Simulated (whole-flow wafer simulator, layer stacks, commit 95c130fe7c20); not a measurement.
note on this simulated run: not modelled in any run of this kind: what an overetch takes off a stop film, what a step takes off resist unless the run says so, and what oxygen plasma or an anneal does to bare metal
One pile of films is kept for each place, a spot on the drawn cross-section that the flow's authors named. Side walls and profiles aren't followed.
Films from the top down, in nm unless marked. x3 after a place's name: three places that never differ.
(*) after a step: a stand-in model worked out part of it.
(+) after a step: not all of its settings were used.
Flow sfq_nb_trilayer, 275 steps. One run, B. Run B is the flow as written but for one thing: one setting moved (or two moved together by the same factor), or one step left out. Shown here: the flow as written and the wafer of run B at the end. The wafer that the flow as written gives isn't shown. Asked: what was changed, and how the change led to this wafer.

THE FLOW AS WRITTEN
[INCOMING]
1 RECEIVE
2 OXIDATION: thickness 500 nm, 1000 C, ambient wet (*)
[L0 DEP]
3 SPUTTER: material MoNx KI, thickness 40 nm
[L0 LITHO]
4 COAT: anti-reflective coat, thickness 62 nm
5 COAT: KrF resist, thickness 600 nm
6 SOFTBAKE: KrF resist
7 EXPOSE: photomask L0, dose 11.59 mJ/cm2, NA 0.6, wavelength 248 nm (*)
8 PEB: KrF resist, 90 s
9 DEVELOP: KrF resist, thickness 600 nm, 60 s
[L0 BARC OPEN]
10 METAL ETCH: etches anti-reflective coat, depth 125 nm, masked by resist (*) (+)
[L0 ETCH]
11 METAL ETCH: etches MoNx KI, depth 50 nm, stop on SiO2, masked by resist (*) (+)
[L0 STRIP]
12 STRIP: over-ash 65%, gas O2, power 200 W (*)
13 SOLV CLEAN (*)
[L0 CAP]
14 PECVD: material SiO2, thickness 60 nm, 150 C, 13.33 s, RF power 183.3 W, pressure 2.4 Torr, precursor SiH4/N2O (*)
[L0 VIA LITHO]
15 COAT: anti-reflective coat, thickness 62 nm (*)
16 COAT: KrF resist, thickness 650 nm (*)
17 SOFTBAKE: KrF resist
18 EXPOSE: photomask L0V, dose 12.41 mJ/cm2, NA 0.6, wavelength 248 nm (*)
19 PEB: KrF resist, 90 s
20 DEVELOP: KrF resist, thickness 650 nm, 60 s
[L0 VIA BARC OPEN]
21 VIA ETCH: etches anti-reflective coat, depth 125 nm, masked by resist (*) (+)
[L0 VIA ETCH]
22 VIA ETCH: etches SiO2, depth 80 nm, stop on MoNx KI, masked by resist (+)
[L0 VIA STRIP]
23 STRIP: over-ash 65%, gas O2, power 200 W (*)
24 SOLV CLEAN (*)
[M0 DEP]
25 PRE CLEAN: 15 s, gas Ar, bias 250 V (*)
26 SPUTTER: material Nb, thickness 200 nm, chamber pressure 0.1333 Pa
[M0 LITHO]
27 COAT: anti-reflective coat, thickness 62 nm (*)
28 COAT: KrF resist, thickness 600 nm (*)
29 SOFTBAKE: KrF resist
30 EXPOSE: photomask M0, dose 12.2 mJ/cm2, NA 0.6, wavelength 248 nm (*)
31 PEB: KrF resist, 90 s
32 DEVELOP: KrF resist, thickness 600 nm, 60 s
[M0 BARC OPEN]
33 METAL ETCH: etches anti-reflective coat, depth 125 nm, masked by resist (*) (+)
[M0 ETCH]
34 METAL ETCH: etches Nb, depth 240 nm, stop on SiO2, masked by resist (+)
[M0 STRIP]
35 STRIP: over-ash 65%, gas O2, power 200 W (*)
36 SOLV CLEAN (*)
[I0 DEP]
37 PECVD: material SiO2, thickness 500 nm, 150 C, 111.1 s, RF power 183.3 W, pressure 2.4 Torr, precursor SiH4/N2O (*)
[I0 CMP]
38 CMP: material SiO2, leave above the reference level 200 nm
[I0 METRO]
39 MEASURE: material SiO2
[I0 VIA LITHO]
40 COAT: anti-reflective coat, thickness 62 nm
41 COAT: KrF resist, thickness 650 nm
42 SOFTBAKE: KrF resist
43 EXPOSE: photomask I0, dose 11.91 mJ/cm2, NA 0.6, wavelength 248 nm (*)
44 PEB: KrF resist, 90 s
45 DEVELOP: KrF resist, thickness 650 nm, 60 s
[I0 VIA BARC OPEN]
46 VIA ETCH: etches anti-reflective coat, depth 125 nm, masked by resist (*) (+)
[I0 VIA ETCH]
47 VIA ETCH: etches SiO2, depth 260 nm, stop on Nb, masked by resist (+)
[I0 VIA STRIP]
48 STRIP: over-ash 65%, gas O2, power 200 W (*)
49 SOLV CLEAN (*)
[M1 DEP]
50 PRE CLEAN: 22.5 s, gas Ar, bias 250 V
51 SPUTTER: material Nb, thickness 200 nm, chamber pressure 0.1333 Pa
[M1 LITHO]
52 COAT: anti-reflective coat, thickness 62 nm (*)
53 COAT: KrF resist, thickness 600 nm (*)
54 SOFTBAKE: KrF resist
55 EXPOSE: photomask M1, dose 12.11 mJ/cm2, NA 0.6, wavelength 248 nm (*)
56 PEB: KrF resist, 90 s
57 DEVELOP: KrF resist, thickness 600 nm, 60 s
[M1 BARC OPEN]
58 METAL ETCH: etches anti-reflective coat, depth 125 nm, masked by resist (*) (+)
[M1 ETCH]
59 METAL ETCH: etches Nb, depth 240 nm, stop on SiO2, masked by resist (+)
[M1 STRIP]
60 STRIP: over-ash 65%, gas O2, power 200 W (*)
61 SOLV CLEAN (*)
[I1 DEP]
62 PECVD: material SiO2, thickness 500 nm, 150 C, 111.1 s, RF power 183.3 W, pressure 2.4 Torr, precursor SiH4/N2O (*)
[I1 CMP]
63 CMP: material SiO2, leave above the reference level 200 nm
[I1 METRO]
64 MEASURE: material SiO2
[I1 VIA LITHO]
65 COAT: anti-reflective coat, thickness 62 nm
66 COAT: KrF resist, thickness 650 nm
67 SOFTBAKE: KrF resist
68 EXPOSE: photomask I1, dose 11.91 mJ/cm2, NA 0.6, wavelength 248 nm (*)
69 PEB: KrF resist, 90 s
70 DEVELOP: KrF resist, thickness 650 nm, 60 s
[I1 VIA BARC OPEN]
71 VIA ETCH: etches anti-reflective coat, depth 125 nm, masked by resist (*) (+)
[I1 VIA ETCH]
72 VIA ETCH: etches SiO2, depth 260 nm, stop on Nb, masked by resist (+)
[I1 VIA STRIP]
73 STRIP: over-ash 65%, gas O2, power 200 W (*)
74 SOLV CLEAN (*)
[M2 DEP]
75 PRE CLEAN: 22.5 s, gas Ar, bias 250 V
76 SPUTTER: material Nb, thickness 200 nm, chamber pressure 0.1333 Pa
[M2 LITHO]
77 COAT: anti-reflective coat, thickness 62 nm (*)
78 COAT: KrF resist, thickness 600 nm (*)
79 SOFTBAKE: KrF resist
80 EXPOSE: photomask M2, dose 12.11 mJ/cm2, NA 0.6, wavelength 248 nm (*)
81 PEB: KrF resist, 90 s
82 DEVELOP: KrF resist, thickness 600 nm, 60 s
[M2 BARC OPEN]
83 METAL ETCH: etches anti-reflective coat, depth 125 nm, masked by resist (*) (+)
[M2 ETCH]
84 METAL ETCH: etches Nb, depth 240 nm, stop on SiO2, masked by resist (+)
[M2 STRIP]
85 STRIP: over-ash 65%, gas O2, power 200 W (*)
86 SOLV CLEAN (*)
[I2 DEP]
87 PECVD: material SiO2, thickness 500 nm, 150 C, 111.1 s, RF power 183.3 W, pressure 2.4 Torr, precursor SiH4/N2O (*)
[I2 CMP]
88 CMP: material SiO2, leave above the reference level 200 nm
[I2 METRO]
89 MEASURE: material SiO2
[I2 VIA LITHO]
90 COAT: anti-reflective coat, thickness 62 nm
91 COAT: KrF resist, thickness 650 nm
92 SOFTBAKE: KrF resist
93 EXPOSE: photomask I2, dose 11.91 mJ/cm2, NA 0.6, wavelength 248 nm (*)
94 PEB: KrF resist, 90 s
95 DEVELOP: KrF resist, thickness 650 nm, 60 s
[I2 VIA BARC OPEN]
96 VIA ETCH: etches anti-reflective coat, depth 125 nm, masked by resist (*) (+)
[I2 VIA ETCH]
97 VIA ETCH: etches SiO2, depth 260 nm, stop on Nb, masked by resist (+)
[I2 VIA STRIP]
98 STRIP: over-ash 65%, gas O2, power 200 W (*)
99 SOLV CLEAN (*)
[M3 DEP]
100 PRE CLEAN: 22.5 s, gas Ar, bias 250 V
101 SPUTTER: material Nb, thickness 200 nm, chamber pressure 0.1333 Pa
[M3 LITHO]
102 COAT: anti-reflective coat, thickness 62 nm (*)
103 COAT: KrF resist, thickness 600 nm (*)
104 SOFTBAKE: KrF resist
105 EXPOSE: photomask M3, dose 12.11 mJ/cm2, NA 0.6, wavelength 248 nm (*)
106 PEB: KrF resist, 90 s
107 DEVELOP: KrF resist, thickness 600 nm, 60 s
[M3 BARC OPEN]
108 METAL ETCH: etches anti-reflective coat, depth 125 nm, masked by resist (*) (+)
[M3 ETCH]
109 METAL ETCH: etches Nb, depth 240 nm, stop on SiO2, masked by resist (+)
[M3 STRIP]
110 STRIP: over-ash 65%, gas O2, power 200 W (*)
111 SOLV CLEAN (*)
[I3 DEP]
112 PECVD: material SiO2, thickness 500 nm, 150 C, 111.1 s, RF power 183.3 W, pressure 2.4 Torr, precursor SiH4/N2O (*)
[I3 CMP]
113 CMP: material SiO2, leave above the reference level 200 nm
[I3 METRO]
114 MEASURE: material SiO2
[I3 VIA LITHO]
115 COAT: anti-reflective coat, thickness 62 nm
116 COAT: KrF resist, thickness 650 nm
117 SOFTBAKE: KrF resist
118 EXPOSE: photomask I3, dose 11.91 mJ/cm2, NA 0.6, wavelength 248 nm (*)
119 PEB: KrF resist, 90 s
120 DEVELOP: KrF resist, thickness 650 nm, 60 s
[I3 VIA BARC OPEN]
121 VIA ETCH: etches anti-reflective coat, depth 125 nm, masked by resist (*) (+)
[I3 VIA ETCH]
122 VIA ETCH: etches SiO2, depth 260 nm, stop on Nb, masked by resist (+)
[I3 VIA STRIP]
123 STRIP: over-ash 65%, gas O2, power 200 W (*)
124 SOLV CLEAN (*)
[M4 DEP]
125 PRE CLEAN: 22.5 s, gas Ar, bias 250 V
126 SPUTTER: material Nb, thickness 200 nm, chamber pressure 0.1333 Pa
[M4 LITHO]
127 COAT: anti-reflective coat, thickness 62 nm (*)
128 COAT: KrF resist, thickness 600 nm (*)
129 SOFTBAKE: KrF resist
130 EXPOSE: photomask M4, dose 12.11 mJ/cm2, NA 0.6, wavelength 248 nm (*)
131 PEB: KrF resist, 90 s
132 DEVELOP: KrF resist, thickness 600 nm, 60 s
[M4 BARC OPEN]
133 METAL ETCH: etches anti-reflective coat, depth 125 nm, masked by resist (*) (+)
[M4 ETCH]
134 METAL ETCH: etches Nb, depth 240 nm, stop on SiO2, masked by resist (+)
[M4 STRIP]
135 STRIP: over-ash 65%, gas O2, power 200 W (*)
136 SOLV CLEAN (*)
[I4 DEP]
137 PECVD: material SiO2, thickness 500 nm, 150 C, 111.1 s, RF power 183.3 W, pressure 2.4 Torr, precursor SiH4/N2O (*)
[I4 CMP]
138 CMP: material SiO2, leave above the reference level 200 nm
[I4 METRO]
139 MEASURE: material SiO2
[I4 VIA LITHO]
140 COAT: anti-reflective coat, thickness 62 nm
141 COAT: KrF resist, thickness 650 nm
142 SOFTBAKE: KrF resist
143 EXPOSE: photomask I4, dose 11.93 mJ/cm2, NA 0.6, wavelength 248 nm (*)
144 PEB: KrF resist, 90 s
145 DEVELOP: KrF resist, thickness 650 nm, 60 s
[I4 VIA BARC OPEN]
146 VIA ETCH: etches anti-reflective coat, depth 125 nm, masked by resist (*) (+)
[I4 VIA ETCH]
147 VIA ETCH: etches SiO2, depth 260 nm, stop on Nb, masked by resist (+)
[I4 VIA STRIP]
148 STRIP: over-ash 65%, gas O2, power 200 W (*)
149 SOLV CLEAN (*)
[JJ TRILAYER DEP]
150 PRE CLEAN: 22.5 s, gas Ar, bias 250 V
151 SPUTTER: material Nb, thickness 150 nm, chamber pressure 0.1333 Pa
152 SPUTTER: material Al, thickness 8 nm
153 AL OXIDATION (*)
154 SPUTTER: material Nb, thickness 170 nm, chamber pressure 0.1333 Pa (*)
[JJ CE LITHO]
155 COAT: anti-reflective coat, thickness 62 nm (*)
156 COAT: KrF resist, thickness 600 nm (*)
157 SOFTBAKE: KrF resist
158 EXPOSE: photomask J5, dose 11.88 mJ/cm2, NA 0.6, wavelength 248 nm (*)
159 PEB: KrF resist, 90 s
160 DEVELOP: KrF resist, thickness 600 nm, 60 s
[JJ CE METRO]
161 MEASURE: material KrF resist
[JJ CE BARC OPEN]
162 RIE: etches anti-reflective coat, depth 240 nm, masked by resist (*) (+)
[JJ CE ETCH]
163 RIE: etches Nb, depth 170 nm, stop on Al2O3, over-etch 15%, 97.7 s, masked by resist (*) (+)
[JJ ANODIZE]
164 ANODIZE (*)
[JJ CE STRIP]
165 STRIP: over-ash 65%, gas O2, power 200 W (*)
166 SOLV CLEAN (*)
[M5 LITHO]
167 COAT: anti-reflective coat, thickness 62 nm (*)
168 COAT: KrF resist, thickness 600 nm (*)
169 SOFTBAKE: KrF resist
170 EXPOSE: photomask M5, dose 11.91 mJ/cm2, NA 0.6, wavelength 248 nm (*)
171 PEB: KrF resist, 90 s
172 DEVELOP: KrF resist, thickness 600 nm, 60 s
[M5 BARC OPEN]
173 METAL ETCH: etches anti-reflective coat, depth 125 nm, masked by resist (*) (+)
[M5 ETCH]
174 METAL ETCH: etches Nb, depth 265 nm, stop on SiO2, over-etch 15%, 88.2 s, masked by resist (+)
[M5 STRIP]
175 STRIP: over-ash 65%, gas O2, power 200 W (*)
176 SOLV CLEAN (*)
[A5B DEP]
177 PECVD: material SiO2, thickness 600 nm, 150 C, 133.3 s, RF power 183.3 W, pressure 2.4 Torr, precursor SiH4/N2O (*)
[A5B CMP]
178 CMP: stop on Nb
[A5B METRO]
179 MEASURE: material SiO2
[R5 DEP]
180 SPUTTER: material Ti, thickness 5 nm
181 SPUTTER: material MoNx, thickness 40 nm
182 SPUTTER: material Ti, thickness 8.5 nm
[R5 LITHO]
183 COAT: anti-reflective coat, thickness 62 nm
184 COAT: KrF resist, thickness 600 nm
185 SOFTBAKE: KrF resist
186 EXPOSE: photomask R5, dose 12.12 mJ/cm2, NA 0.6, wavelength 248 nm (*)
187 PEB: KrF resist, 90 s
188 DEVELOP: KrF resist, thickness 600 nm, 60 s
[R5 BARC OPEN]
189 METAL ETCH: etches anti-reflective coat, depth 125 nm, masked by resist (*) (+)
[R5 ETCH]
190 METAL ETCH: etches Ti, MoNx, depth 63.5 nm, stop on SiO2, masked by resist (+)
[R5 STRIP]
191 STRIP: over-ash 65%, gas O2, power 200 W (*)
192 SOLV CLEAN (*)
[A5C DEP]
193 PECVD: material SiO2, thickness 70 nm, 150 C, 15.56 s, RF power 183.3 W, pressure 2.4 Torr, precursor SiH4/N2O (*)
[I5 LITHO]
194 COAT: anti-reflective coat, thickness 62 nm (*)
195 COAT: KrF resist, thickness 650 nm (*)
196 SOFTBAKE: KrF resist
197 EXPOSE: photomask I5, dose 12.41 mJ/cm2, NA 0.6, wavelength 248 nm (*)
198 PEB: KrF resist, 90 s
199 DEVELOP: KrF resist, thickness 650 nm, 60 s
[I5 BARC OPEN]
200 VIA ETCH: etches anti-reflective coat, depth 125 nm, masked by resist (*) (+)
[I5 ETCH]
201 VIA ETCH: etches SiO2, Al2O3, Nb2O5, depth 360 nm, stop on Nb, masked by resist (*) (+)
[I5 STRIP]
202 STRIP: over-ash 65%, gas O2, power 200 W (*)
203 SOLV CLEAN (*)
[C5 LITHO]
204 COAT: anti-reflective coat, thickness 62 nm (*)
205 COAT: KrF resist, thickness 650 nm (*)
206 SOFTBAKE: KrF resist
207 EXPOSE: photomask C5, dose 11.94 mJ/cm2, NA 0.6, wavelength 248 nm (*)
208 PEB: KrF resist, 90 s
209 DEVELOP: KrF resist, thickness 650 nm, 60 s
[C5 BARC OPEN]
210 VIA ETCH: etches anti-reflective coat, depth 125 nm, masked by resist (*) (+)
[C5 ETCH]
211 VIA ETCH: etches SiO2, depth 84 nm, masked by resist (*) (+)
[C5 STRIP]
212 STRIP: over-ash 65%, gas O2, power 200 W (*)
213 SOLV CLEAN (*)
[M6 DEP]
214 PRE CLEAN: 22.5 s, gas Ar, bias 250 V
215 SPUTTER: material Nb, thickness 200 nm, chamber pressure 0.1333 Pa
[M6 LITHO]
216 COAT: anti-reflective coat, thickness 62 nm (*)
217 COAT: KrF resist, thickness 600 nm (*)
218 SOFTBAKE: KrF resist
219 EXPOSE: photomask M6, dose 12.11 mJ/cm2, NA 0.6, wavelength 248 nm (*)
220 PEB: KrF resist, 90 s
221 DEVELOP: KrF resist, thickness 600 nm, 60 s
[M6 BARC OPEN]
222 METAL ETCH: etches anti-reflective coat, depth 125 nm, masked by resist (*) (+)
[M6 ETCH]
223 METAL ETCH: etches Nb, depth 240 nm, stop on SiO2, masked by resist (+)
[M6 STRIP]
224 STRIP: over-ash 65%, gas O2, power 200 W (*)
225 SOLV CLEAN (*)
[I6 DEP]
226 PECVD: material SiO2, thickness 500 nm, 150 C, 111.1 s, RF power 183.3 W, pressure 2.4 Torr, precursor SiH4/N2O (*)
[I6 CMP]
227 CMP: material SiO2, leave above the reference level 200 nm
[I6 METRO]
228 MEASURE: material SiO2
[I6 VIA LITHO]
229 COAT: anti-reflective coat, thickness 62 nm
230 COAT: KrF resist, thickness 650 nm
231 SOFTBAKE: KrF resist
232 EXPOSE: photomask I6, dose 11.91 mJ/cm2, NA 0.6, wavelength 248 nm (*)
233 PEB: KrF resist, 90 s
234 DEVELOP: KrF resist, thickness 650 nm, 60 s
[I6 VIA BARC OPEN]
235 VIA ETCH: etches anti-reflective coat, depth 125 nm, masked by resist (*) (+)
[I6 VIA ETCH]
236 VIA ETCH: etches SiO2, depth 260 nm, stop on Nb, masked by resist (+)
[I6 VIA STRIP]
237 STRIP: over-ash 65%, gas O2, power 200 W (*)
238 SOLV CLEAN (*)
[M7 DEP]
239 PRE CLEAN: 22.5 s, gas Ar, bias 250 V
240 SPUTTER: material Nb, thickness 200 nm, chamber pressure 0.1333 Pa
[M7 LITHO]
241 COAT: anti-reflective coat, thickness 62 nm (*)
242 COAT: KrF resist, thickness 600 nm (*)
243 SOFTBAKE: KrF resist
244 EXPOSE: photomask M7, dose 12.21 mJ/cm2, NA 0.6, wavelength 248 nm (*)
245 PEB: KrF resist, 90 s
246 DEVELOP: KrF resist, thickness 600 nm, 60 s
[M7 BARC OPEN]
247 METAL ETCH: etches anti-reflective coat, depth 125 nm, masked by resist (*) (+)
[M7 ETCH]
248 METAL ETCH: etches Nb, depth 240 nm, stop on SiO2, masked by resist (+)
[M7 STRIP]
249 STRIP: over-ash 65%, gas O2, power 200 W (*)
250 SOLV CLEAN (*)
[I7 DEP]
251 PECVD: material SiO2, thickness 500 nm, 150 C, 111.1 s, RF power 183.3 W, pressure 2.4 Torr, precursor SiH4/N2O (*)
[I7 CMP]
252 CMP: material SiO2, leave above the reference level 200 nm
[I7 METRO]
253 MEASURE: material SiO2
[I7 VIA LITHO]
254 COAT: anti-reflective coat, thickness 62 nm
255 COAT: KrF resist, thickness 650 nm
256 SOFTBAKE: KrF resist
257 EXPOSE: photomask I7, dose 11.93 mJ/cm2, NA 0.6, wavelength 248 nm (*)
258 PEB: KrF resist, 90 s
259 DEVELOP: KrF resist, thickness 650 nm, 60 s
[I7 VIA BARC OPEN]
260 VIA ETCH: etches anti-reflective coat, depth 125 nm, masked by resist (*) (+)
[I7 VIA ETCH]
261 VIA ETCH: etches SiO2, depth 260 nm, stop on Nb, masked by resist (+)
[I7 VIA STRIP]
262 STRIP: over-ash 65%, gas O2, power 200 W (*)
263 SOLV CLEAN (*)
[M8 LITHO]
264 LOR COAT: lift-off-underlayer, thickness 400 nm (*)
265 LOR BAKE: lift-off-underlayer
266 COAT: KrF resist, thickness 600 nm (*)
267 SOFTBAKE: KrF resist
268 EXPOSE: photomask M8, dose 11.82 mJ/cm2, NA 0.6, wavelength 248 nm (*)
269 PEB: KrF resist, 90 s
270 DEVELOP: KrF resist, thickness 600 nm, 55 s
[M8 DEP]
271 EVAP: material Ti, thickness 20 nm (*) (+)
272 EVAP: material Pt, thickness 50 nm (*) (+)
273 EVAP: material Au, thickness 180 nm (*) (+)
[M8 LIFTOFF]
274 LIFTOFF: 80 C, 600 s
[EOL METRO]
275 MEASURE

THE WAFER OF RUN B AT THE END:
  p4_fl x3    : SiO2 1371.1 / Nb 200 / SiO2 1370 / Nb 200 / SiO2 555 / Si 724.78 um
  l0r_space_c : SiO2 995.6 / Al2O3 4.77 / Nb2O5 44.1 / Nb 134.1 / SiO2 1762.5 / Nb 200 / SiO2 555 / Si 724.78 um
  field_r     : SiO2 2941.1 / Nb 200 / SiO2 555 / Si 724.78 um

The cause: step 152, SPUTTER: thickness 3.2 nm was run, where the flow has thickness 8 nm.

How the change led to this, step by step:
  152 SPUTTER: material Al, thickness 8 nm
      field_l, v_sur, via_sp and 100 more: Al +3.2 (new film) (as written it would be: Al +8 (new film))
      via_wl, via_wr: Al +2.06 (new film) (as written it would be: Al +5.14 (new film))
      (and at 1 more place)
  155 COAT: anti-reflective coat, thickness 62 nm (*)
      via_wl, via_wr: anti-reflective coat +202 (new film) (as written it would be: anti-reflective coat +209.4 (new film))
      via_w: anti-reflective coat +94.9 (new film) (as written it would be: anti-reflective coat +97.4 (new film))
  162 RIE: etches anti-reflective coat, depth 240 nm, masked by resist (*) (+)
      ce_l, c5j, ce_r, wl_jj: KrF resist -202 (as written it would be: KrF resist -209.4)
      via_wl, via_wr: anti-reflective coat -202 (all of it) (as written it would be: anti-reflective coat -209.4 (all of it))
      (and at 1 more place)
  164 ANODIZE (*)
      field_l, v_sur, via_sp and 96 more: Al2O3 +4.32, Nb2O5 +44.1 (new film), Al -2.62 (all of it), Nb -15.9 (as written it would be: Al2O3 +12.2, Nb2O5 +29.9 (new film), Al -7.42 (all of it), Nb -10.8)
      via_wl, via_wr: Al2O3 +2.43 (new film), Nb2O5 +48.3 (new film), Al -1.48 (all of it), Nb -17.4 (as written it would be: Al2O3 +7.52 (new film), Nb2O5 +39.2 (new film), Al -4.56 (all of it), Nb -14.1)
      (and at 1 more place)
  165 STRIP: over-ash 65%, gas O2, power 200 W (*)
      ce_l: KrF resist -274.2 (all of it), anti-reflective coat -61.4 (all of it) (as written it would be: KrF resist -266.8 (all of it), anti-reflective coat -61.4 (all of it))
      c5j: KrF resist -274.2 (all of it), anti-reflective coat -61.5 (all of it) (as written it would be: KrF resist -266.9 (all of it), anti-reflective coat -61.5 (all of it))
      (and at 2 more places)
  174 METAL ETCH: etches Nb, depth 265 nm, stop on SiO2, over-etch 15%, 88.2 s, masked by resist (+)
      field_l, r_sur, res and 49 more: Al2O3 -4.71 (all of it), Nb2O5 -44.1 (all of it), Nb -134.1 (all of it), SiO2 -12.2 (as written it would be: Al2O3 -12.6 (all of it), Nb2O5 -29.9 (all of it), Nb -139.2 (all of it), SiO2 -12.3)
      wl_a_sl: Al2O3 -4.7 (all of it), Nb2O5 -44.1 (all of it), Nb -134.1 (all of it), SiO2 -12.2 (as written it would be: Al2O3 -12.6 (all of it), Nb2O5 -29.9 (all of it), Nb -139.2 (all of it), SiO2 -12.3)
  178 CMP: stop on Nb
      via_wl, via_wr: SiO2 -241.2 (as written it would be: SiO2 -235.7)
      via_w: SiO2 -241 (as written it would be: SiO2 -235.2)
  201 VIA ETCH: etches SiO2, Al2O3, Nb2O5, depth 360 nm, stop on Nb, masked by resist (*) (+)
      be: SiO2 -210.4 (all of it), Al2O3 -4.77 (all of it), Nb2O5 -44.1 (all of it) (as written it would be: SiO2 -216.4 (all of it), Al2O3 -12.7 (all of it), Nb2O5 -29.9 (all of it))
